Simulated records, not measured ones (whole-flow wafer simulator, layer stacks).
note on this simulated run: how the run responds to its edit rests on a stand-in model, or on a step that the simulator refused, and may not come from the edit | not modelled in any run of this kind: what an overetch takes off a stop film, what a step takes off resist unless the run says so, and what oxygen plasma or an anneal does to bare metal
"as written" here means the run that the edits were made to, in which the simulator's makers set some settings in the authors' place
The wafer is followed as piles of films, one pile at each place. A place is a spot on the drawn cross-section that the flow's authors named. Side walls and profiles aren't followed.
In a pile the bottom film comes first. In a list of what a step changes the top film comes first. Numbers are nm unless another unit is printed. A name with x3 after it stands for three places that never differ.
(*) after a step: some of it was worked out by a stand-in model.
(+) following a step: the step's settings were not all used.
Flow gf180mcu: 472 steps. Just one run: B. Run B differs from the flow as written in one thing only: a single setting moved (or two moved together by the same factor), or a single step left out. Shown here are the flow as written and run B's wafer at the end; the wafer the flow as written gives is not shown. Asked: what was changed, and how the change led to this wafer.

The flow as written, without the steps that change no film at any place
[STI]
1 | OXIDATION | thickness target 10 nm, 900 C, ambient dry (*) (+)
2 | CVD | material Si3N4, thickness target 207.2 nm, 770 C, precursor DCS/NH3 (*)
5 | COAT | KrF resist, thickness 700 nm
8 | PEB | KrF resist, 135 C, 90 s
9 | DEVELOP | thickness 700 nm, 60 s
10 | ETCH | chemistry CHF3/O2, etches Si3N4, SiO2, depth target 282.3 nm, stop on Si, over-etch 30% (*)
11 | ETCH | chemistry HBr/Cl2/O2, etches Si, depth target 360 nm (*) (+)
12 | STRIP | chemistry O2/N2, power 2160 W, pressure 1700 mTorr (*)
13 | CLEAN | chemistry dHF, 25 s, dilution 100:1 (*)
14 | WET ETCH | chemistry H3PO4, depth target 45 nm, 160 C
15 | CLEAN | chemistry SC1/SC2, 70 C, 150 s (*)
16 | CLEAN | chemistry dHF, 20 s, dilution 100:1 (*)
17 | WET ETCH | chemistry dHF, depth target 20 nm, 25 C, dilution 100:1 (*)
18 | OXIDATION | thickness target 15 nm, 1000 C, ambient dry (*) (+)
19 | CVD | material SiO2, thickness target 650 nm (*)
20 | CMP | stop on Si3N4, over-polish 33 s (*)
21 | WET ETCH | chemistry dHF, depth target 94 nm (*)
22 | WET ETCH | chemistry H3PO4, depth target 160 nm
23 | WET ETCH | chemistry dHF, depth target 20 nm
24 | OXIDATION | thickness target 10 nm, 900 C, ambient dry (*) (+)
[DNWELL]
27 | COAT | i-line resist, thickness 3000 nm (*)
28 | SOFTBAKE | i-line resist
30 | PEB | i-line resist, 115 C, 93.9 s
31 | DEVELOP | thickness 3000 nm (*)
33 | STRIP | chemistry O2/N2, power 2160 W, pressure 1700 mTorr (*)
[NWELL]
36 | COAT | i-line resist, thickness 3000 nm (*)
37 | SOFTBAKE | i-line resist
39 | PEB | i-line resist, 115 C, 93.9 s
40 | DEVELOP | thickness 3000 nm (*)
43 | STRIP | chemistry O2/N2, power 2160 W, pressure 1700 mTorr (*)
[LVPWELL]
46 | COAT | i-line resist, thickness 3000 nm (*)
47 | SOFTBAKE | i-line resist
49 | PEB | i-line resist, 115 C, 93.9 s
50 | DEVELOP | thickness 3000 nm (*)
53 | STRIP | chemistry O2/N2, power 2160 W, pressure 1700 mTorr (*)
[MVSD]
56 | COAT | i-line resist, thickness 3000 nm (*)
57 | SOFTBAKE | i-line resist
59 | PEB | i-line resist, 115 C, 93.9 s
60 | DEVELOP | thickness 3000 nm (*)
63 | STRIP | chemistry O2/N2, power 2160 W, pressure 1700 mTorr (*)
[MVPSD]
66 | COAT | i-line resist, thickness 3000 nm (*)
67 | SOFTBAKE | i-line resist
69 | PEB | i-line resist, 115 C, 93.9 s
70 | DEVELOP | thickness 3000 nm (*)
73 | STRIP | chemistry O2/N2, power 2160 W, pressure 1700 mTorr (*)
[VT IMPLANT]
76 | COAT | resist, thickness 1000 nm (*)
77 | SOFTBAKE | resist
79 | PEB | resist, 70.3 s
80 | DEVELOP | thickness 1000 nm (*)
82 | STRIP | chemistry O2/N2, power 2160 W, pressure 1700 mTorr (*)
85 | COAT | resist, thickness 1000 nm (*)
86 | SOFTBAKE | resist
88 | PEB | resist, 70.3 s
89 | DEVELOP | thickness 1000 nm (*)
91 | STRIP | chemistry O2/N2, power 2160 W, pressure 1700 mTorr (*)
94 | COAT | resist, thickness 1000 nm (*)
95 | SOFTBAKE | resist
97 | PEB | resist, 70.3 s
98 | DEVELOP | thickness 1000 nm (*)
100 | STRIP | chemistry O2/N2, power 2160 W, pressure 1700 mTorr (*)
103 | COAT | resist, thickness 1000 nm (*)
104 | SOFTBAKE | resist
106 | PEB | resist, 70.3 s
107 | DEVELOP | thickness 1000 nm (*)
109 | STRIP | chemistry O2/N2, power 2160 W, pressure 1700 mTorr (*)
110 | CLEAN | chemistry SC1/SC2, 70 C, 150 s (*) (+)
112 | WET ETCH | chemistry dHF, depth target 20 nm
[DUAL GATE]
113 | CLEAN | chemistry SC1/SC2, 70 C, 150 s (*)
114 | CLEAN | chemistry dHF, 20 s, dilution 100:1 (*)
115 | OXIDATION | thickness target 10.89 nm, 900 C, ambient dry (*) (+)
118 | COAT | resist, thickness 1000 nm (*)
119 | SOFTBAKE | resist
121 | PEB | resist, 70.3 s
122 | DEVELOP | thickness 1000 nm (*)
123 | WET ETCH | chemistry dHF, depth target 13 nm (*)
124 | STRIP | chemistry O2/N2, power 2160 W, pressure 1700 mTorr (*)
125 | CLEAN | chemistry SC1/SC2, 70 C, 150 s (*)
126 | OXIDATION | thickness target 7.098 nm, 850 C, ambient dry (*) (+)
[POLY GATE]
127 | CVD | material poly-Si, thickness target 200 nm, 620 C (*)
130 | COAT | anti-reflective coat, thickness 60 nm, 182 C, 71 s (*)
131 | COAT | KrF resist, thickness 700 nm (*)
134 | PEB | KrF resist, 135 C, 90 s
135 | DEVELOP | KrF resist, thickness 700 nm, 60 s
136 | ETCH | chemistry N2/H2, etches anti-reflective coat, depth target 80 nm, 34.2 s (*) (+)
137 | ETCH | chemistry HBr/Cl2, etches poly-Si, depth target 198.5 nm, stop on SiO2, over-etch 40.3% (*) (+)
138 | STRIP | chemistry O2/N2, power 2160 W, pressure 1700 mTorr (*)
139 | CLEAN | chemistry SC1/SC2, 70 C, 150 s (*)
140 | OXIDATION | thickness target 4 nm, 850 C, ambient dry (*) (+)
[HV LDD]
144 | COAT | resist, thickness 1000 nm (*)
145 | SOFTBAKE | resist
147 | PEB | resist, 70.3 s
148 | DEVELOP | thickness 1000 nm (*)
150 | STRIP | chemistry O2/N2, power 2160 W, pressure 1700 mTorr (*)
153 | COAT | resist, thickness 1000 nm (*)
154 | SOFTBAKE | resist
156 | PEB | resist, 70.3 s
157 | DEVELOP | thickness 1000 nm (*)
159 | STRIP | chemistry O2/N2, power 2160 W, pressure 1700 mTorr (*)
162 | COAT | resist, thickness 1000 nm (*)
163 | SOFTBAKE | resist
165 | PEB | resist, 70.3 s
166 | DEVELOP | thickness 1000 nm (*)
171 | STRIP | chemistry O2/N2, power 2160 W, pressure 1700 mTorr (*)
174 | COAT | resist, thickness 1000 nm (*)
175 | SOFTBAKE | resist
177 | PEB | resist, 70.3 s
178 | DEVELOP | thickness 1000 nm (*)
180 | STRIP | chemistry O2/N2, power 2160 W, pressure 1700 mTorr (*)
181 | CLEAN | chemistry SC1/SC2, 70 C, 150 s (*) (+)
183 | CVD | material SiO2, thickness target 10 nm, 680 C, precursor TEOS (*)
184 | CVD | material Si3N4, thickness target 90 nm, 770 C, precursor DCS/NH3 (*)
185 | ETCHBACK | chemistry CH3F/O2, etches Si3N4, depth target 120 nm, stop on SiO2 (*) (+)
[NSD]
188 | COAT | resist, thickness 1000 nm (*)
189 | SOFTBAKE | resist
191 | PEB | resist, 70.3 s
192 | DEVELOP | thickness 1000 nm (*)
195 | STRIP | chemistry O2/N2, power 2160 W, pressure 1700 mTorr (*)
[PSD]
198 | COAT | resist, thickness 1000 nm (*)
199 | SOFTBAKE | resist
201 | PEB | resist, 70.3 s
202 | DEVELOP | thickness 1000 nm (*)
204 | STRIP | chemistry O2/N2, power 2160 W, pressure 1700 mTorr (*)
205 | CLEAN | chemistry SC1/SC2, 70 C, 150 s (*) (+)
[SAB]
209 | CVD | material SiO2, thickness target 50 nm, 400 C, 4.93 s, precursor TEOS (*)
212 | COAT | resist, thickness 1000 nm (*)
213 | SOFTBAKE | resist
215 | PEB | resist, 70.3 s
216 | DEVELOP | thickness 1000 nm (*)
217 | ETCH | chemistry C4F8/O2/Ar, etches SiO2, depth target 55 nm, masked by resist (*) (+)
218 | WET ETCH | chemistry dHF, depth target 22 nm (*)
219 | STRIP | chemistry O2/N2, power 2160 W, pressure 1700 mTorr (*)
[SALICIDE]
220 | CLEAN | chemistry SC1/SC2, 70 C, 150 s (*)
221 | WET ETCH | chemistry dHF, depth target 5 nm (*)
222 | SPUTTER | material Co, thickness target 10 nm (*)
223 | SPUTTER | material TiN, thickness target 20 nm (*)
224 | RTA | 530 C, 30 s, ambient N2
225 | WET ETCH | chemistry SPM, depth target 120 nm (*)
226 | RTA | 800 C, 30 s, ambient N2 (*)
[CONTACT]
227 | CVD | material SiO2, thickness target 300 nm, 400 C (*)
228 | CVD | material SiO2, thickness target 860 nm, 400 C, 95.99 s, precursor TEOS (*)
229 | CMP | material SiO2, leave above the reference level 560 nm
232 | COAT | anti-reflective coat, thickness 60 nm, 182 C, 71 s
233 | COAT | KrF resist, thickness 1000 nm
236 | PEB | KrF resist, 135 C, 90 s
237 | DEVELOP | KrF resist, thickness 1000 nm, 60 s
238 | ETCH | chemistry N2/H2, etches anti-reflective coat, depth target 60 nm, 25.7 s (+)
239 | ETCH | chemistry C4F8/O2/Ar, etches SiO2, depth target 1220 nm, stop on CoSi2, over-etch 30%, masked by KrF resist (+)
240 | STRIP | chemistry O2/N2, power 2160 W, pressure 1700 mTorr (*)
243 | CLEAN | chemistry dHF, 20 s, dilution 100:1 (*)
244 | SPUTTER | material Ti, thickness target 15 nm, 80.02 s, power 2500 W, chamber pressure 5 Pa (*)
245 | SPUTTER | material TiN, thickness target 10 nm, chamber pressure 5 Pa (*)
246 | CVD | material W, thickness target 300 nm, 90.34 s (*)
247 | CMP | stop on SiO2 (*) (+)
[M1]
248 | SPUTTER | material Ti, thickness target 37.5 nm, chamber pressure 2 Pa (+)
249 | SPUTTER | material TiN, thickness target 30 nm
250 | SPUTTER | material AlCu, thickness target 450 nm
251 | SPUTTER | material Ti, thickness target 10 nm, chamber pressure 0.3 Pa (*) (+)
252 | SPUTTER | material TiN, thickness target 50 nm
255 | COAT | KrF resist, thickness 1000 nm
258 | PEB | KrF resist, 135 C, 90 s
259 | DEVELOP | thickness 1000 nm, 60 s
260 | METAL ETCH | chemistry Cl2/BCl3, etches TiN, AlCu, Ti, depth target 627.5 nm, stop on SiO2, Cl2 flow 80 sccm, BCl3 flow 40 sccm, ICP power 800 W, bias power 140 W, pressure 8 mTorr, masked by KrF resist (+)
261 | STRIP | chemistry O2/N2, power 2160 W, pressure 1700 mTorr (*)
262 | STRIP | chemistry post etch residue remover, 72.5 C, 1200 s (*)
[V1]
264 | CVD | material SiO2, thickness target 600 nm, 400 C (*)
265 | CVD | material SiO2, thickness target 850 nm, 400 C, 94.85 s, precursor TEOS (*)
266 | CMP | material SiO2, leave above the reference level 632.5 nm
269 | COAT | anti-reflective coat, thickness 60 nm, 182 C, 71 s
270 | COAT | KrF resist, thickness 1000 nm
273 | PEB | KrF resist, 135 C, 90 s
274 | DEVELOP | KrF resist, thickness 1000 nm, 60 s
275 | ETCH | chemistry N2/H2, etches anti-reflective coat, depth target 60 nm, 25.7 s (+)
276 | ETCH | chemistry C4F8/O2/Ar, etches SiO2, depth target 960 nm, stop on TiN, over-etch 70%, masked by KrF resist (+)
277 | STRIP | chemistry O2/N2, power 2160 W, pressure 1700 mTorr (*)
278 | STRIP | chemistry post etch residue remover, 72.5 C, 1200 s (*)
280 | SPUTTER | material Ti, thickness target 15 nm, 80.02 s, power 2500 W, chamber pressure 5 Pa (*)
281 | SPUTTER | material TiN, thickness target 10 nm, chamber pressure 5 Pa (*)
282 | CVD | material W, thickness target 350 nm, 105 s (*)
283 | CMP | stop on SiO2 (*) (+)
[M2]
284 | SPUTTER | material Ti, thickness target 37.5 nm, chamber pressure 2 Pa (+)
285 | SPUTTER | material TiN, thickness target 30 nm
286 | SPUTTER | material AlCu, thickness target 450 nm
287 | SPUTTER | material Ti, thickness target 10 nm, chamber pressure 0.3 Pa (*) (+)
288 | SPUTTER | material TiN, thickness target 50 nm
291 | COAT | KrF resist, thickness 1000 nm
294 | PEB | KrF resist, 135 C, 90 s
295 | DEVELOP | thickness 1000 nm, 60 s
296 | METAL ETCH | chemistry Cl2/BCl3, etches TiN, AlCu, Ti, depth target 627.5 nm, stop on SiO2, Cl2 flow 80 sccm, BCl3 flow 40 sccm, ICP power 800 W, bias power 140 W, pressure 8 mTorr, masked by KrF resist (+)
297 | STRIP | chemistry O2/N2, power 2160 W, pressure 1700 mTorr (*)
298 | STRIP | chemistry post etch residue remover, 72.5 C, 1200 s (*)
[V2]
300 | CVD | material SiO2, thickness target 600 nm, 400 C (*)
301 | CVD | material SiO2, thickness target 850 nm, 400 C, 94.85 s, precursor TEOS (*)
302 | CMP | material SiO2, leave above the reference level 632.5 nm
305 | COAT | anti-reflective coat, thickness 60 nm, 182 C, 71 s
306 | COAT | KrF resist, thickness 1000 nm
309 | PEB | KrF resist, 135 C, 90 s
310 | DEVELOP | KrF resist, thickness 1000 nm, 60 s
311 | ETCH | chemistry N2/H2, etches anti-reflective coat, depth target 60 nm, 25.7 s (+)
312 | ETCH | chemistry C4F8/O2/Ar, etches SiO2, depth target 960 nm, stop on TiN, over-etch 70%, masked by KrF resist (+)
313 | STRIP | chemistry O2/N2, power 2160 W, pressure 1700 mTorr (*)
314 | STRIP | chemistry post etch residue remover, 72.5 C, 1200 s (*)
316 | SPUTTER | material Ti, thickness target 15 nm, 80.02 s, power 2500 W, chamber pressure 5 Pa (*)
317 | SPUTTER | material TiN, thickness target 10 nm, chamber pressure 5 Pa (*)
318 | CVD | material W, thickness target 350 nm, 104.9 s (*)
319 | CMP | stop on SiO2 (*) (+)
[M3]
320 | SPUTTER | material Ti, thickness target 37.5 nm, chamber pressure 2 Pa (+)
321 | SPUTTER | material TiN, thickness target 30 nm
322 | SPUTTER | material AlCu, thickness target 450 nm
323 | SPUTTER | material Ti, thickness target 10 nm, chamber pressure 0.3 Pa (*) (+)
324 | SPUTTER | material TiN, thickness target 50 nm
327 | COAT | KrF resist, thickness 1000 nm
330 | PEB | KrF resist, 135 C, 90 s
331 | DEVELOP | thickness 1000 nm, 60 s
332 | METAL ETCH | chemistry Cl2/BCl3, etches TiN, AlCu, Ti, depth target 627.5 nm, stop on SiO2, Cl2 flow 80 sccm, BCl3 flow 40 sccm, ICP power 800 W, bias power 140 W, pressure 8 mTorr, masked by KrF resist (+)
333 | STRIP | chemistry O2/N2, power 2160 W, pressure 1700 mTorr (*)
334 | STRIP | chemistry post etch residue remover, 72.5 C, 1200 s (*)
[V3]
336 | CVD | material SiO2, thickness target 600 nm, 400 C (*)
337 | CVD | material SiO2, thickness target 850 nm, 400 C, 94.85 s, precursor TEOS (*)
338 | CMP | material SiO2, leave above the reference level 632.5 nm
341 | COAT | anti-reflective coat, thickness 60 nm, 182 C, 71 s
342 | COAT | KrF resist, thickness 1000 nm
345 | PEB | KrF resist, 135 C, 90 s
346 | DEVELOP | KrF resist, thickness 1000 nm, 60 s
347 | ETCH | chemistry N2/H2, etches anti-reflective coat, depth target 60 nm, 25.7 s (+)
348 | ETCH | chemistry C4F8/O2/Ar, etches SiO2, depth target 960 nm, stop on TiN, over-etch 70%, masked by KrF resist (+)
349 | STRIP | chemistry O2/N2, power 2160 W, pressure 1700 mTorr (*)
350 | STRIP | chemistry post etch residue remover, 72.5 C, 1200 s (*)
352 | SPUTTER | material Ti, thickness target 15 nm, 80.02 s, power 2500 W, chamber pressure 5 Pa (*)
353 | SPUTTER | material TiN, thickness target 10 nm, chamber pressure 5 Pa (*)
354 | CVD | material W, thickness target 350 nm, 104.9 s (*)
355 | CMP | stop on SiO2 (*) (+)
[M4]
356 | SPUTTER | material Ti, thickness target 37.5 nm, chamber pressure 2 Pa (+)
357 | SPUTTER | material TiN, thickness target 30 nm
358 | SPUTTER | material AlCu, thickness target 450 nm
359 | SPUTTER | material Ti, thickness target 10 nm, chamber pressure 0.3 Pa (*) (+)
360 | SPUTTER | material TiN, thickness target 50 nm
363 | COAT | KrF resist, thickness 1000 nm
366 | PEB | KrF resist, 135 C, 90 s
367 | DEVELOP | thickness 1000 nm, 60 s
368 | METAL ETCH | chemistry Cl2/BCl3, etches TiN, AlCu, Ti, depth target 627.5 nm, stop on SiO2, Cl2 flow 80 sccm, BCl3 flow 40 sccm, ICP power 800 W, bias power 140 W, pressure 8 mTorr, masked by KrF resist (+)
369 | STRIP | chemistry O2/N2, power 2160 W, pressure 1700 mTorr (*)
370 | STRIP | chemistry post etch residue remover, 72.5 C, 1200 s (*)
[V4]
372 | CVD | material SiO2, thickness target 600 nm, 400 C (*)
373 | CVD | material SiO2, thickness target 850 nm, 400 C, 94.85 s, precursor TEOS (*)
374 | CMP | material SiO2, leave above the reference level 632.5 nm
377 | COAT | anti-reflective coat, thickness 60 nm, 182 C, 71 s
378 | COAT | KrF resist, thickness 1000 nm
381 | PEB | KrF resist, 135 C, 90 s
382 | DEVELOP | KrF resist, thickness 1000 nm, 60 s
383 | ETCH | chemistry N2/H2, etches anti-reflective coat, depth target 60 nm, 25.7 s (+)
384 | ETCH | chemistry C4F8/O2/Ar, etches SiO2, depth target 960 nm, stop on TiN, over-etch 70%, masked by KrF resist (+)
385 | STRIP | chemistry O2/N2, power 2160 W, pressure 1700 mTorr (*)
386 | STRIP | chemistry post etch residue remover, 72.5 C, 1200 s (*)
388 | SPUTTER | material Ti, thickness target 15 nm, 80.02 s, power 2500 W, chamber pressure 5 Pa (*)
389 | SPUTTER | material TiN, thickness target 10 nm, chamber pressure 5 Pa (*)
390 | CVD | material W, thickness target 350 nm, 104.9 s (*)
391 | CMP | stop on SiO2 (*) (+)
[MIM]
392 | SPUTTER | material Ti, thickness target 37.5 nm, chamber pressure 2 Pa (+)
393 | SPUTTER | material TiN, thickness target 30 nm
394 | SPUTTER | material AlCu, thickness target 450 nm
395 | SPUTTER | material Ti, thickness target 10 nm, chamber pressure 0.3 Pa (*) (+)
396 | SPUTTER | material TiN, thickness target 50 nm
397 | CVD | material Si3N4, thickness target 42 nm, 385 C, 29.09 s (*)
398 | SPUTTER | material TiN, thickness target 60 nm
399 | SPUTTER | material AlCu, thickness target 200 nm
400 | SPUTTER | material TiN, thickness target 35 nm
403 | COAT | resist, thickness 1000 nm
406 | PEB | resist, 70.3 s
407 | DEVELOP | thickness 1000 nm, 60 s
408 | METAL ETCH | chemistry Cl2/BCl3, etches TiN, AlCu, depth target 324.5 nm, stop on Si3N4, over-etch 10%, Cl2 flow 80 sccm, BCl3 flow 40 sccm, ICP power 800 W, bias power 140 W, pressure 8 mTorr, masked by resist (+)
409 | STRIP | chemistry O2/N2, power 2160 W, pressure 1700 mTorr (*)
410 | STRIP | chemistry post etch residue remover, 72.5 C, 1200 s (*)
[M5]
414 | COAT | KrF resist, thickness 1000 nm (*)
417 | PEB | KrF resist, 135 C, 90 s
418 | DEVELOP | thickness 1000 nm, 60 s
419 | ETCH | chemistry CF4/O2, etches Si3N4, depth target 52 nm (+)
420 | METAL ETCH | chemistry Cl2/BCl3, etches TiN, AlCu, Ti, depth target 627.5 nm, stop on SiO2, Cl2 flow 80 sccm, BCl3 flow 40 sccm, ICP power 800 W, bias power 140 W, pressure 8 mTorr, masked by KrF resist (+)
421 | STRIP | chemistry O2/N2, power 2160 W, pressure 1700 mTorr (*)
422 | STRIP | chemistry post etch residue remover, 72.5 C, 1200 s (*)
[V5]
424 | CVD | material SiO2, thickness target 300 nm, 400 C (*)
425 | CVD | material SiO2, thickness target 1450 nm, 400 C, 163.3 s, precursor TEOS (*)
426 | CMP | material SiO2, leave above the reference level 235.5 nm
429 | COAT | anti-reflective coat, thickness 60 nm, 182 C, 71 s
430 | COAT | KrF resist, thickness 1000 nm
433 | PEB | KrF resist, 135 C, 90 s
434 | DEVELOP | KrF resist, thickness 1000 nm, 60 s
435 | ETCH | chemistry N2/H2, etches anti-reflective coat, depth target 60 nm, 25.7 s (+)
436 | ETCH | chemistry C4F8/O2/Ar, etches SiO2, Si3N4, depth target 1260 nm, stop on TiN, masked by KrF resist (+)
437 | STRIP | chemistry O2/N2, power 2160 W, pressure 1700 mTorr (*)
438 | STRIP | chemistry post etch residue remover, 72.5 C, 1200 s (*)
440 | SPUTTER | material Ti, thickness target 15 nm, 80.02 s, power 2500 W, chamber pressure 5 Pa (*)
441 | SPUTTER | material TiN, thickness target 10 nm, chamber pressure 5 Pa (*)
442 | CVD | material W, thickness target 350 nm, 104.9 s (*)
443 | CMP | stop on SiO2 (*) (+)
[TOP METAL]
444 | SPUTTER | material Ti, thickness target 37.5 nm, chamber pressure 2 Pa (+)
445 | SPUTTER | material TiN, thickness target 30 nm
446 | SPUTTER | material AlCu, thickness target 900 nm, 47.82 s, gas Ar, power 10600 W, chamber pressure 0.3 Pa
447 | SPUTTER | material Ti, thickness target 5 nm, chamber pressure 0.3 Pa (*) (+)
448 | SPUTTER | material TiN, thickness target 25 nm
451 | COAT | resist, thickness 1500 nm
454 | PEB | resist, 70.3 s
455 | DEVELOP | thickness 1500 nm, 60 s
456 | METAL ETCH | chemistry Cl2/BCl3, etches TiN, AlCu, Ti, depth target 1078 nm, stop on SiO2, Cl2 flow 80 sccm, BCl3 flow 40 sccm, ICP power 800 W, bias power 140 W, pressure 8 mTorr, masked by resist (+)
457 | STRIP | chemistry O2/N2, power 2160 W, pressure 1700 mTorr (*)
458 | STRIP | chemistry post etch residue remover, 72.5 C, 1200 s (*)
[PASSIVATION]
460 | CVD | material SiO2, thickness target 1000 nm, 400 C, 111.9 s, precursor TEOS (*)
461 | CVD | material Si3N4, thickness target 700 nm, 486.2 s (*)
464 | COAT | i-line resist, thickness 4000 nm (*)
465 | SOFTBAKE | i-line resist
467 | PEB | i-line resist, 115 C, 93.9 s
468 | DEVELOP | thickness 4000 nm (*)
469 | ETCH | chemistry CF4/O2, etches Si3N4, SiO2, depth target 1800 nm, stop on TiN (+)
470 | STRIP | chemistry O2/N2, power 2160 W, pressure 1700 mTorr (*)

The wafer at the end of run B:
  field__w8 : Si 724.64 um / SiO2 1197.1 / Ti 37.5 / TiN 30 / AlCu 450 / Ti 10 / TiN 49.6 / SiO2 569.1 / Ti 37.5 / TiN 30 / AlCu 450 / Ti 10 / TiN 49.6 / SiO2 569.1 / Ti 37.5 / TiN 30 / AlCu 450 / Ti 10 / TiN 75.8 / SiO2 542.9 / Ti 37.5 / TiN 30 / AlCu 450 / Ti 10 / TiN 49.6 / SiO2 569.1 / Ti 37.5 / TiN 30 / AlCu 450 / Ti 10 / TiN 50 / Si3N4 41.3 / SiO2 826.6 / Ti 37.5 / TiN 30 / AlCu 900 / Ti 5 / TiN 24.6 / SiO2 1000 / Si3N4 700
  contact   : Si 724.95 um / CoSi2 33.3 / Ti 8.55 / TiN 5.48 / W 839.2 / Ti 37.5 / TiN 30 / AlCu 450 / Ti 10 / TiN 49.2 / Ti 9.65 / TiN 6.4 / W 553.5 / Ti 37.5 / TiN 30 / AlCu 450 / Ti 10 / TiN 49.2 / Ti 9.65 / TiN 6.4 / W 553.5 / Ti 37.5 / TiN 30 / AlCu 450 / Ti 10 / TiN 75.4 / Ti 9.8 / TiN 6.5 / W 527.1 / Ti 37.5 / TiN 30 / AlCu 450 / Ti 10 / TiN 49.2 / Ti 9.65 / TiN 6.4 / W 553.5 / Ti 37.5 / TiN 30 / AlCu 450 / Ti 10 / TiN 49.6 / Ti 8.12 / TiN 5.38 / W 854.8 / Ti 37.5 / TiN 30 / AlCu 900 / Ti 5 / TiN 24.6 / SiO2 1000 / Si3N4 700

What caused this: step 324, SPUTTER: thickness target 76.2 nm was run, while the flow as written has thickness target 50 nm.

Step by step, how the change led to this:
  324 | SPUTTER | material TiN, thickness target 50 nm
      field, field__w1, field__w2 and 108 more: +76.2 TiN (new film) (it would be, as written: +50 TiN (new film))
  332 | METAL ETCH | chemistry Cl2/BCl3, etches TiN, AlCu, Ti, depth target 627.5 nm, stop on SiO2, Cl2 flow 80 sccm, BCl3 flow 40 sccm, ICP power 800 W, bias power 140 W, pressure 8 mTorr, masked by KrF resist (+)
      field, field__w1, field__w2 and 103 more: -76.2 TiN (all of it), -10 Ti (all of it), -450 AlCu (all of it), -30 TiN (all of it), -37.5 Ti (all of it) (it would be, as written: -50 TiN (all of it), -10 Ti (all of it), -450 AlCu (all of it), -30 TiN (all of it), -37.5 Ti (all of it))
  338 | CMP | material SiO2, leave above the reference level 632.5 nm
      field__w8, contact, m1, m1__w1, m1_nw: -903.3 SiO2 (it would be, as written: -877.1 SiO2)
  348 | ETCH | chemistry C4F8/O2/Ar, etches SiO2, depth target 960 nm, stop on TiN, over-etch 70%, masked by KrF resist (+)
      field, field__w1, field__w2 and 107 more: -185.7 KrF resist (it would be, as written: -192 KrF resist)
      contact: -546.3 SiO2 (all of it) (it would be, as written: -572.5 SiO2 (all of it))
  354 | CVD | material W, thickness target 350 nm, 104.9 s (*)
      contact: +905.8 W (new film) (it would be, as written: +932.3 W (new film))
